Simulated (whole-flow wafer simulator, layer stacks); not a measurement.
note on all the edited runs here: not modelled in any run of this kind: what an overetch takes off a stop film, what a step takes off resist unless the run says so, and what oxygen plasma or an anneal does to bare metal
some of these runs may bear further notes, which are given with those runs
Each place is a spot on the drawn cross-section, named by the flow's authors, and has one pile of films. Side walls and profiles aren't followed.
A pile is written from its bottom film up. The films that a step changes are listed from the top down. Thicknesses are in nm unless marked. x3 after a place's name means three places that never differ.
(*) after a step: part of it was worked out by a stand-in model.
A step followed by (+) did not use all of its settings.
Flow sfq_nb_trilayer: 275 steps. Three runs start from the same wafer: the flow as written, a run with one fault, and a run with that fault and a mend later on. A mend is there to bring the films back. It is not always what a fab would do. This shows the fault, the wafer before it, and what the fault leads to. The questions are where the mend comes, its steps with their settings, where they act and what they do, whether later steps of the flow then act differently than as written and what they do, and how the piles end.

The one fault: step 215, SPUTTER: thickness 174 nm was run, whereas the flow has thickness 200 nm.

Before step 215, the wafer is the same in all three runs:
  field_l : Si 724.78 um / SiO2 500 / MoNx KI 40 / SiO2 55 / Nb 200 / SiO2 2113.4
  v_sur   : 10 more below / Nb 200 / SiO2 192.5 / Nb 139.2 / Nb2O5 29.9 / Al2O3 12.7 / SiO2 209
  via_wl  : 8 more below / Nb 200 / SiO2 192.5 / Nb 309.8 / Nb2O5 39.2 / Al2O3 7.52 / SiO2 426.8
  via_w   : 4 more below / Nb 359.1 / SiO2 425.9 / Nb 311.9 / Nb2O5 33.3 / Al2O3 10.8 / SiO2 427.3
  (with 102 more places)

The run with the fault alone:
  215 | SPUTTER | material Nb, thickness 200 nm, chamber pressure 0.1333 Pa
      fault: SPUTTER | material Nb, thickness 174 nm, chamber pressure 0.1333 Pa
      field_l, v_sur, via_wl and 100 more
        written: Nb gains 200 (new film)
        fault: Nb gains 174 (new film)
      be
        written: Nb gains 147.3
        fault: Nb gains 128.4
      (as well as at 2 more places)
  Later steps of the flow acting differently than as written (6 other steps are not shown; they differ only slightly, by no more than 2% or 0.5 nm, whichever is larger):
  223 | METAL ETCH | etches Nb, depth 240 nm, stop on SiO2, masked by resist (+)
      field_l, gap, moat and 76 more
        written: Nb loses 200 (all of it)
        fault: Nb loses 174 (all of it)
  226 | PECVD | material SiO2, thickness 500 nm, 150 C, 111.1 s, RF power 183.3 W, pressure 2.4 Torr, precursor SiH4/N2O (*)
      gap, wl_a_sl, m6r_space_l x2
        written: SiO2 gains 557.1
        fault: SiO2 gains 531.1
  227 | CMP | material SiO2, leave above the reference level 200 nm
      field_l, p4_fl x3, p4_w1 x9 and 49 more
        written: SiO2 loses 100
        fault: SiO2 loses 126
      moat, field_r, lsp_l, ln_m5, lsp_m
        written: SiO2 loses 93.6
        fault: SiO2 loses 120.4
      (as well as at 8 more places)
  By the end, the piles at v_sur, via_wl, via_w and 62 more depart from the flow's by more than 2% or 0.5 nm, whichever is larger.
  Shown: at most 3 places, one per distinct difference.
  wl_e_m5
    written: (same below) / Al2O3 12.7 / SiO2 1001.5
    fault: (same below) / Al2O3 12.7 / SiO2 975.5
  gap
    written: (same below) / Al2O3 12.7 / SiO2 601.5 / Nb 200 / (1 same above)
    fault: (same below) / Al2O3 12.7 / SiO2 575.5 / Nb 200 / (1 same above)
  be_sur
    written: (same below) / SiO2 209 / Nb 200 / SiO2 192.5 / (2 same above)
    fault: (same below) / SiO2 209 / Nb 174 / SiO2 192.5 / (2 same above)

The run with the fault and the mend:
  The mend follows step 221.
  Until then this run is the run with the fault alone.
  221a | STRIP | over-ash 65%, gas O2, power 200 W (*)
      ln_m5, p4_fl x3, p4_w1 x9 and 48 more
        anti-reflective coat loses 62 (all of it)
      field_r, lsp_m, lsp_r, l0_sur, l0v, wl_a_sl, wl_a_sr, wl_g_sr
        anti-reflective coat loses 61.9 (all of it)
      wl_j_sl, wl_j_sr
        KrF resist loses 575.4 (all of it), anti-reflective coat loses 60.2 (all of it)
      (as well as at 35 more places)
  221b | SPUTTER | material Nb, thickness 26 nm, chamber pressure 0.1333 Pa (the flow's step 215, run once more with other settings)
      field_l, v_sur, via_wl and 98 more
        Nb gains 26
      ce_l, ce_r
        Nb gains 25.1
      be
        Nb gains 16.4
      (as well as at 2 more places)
  221c | COAT | anti-reflective coat, thickness 62 nm (*) (the flow's step 216, run once more)
      ln_m5, p4_fl x3, p4_w1 x9 and 52 more
        anti-reflective coat gains 62 (new film)
      field_r, lsp_m, ln_m6 and 7 more
        anti-reflective coat gains 61.9 (new film)
      field_l, v_sur
        anti-reflective coat gains 61.6 (new film)
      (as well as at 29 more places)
  221d | COAT | KrF resist, thickness 600 nm (*) (the flow's step 217, run once more)
      lsp_r, p4_fl x3, p4_w1 x9 and 35 more
        KrF resist gains 600 (new film)
      l0_sur, l0v, wl_b_m5 and 14 more
        KrF resist gains 599.9 (new film)
      sp_r, wl_a_sr, wl_g_sr
        KrF resist gains 599.7 (new film)
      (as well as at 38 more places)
  221e | SOFTBAKE | KrF resist (the flow's step 218, run once more)
      alters no film at any place that is followed
  221f | EXPOSE | photomask M6, dose 12.11 mJ/cm2, NA 0.6, wavelength 248 nm (*) (the flow's step 219, run once more)
      alters no film at any place that is followed
  221g | PEB | KrF resist, 90 s (the flow's step 220, run once more)
      field_l, v_sur, via_wl and 80 more
        KrF resist loses 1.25
      moat, field_r, lsp_l, ln_m5, wl_jj, r5r_spacepad_l, r5r_spacepad_r
        KrF resist loses 1.26
      via_v, wire, be_sur, gap
        KrF resist loses 1.23
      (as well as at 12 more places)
  221h | DEVELOP | KrF resist, thickness 600 nm, 60 s (the flow's step 221, run once more)
      l0_sur, p4_fl x3, p4_w1 x9 and 33 more
        KrF resist loses 598.7 (all of it)
      v_sur, via_wl, via_w and 24 more
        KrF resist loses 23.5
      l0v, wl_b_sl, wl_b_m5 and 13 more
        KrF resist loses 598.6 (all of it)
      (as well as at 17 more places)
  Later steps of the flow that are run all act as written at every place that is followed, up to a difference of at most 2% or 0.5 nm, whichever is larger.
  When the end is reached, the piles differ only a little from the flow's at the places that both follow, at most by 2% or 0.5 nm, whichever is larger.
